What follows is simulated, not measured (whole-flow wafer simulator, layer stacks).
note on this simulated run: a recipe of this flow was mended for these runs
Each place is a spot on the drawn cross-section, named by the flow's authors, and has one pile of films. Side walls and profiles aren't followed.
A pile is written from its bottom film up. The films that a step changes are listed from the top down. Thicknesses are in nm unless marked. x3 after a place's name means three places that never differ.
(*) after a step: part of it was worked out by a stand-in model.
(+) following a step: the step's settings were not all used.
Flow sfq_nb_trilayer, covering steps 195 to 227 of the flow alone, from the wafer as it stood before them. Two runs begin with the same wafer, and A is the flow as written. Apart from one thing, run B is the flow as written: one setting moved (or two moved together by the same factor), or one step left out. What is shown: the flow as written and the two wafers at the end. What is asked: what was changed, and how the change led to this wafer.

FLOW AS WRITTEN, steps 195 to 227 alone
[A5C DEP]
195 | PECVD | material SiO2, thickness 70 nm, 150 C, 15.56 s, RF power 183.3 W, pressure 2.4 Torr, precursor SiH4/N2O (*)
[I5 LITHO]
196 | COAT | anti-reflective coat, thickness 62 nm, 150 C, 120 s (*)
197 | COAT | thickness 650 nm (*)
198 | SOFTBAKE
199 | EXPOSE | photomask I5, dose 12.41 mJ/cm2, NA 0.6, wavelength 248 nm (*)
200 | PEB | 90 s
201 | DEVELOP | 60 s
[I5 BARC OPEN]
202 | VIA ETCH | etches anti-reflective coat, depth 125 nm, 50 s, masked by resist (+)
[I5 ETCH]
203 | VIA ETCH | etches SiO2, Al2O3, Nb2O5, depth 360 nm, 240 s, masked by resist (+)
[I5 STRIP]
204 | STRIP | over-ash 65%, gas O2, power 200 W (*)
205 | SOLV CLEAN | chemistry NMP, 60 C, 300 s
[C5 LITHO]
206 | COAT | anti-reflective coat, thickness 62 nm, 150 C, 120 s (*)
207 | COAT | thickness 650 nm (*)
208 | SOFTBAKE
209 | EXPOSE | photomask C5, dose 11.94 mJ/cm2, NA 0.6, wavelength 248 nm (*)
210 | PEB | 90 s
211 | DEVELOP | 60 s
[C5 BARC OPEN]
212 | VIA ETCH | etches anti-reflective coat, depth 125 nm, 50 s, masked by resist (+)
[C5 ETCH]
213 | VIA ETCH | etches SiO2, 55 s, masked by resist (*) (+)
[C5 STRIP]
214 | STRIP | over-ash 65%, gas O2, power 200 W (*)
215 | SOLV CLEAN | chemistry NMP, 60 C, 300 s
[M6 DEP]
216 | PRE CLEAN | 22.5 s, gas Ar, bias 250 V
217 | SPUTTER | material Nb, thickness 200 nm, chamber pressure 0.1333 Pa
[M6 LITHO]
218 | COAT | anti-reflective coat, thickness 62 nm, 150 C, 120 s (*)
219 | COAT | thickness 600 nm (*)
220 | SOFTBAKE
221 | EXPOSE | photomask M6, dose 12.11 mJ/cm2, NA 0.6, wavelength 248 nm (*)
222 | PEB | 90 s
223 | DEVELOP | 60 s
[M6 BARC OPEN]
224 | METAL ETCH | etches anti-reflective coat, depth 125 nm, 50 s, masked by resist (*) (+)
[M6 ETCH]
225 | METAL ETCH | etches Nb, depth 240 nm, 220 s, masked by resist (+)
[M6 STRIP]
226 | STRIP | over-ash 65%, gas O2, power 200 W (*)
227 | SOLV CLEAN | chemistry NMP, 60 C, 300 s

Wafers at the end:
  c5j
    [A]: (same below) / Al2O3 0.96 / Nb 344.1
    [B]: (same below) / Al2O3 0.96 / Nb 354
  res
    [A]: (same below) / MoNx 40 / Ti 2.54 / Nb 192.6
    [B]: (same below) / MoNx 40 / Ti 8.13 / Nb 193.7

What caused this: step 213, VIA ETCH: 41 s was run, whereas the flow has 55 s.

How this came from the change, step by step:
  213 | VIA ETCH | etches SiO2, 55 s, masked by resist (*) (+)
      c5j: A -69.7 SiO2 (all of it), -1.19 Nb | B -62.6 SiO2
      res: A -69.7 SiO2 (all of it), -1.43 Ti | B -62.6 SiO2
      (as well as at 104 more places)
  216 | PRE CLEAN | 22.5 s, gas Ar, bias 250 V
      c5j: A -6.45 Nb | B -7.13 SiO2 (all of it), -0.36 Nb
      res: A -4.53 Ti | B -7.05 SiO2 (all of it), -0.37 Ti
  218 | COAT | anti-reflective coat, thickness 62 nm, 150 C, 120 s (*)
      ce_l: A +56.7 anti-reflective coat (new film) | B +58.5 anti-reflective coat (new film)
      c5j: A +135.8 anti-reflective coat (new film) | B +128.4 anti-reflective coat (new film)
      (as well as at 5 more places)
  226 | STRIP | over-ash 65%, gas O2, power 200 W (*)
      ce_l: A -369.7 KrF-resist-other-grade (all of it), -56.7 anti-reflective coat (all of it) | B -368.6 KrF-resist-other-grade (all of it), -58.5 anti-reflective coat (all of it)
      c5j: A -375.2 KrF-resist-other-grade (all of it), -135.8 anti-reflective coat (all of it) | B -373.6 KrF-resist-other-grade (all of it), -128.4 anti-reflective coat (all of it)
      (as well as at 5 more places)
